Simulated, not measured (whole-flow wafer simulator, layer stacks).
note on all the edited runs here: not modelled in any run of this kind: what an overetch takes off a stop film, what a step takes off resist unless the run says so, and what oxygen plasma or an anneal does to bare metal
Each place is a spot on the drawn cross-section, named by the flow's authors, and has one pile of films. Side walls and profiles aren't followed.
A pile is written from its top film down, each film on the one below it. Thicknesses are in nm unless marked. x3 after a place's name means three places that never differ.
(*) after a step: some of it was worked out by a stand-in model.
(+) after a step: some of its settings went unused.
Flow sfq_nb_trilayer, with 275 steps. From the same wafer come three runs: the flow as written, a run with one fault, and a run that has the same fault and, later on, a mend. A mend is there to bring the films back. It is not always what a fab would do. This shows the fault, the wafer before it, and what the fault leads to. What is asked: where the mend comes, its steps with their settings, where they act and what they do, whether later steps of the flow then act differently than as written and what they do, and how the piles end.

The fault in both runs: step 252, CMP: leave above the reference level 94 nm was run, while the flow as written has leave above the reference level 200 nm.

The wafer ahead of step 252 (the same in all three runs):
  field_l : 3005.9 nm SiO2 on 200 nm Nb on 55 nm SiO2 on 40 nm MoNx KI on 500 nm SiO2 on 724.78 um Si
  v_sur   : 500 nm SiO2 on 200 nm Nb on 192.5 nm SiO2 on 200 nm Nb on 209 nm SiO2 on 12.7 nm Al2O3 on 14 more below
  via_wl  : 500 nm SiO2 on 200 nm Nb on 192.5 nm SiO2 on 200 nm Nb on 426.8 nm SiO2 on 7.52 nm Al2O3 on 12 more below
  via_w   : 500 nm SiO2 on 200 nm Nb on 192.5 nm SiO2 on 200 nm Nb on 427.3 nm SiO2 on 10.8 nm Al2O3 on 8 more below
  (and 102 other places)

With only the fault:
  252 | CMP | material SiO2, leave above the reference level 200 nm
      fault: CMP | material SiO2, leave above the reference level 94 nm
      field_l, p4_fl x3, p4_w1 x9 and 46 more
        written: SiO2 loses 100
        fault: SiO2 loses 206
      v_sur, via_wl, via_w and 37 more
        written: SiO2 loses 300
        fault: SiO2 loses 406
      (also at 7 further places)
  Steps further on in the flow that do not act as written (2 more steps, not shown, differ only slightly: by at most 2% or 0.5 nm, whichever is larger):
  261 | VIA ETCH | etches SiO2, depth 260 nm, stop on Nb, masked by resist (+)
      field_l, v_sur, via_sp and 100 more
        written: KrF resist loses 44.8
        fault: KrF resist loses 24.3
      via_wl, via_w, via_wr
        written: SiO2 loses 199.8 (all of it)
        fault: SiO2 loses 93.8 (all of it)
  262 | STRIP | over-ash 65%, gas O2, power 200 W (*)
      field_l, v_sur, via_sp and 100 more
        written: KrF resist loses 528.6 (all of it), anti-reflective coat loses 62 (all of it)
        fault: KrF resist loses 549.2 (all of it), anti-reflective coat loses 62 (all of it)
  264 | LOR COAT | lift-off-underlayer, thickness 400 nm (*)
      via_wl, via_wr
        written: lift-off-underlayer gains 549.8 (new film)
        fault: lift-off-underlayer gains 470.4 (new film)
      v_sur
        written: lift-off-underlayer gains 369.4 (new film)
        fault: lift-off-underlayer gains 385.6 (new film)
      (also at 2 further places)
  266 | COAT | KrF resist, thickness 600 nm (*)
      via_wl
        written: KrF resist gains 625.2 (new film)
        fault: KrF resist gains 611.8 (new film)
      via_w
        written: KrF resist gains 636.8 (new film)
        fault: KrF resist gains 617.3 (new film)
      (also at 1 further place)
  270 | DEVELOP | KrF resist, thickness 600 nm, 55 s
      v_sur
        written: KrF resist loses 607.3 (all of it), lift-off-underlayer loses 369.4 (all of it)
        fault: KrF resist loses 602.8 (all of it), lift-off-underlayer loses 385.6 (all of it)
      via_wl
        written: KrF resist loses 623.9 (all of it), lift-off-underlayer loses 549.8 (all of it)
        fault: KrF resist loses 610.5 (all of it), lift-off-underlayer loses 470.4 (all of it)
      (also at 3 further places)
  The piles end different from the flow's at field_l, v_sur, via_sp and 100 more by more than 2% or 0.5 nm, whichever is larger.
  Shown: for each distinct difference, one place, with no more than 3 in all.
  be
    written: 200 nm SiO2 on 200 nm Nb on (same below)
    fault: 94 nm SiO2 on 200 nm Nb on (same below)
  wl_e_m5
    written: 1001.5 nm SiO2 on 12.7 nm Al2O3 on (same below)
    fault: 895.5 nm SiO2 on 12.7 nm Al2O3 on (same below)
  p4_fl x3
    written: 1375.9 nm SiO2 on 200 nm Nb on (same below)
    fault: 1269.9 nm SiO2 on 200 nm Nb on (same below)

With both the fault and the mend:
  The mend follows step 253.
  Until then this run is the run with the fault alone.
  253a | PECVD | material SiO2, thickness 106 nm, 150 C, 23.56 s, RF power 183.3 W, pressure 2.4 Torr, precursor SiH4/N2O (the flow's step 251 again, with other settings)
      field_l, v_sur, via_wl and 103 more
        SiO2 gains 106
  None of the later steps of the flow acts differently than as written at any place that is followed.
  At every place that both follow, the piles at the end match the flow's.
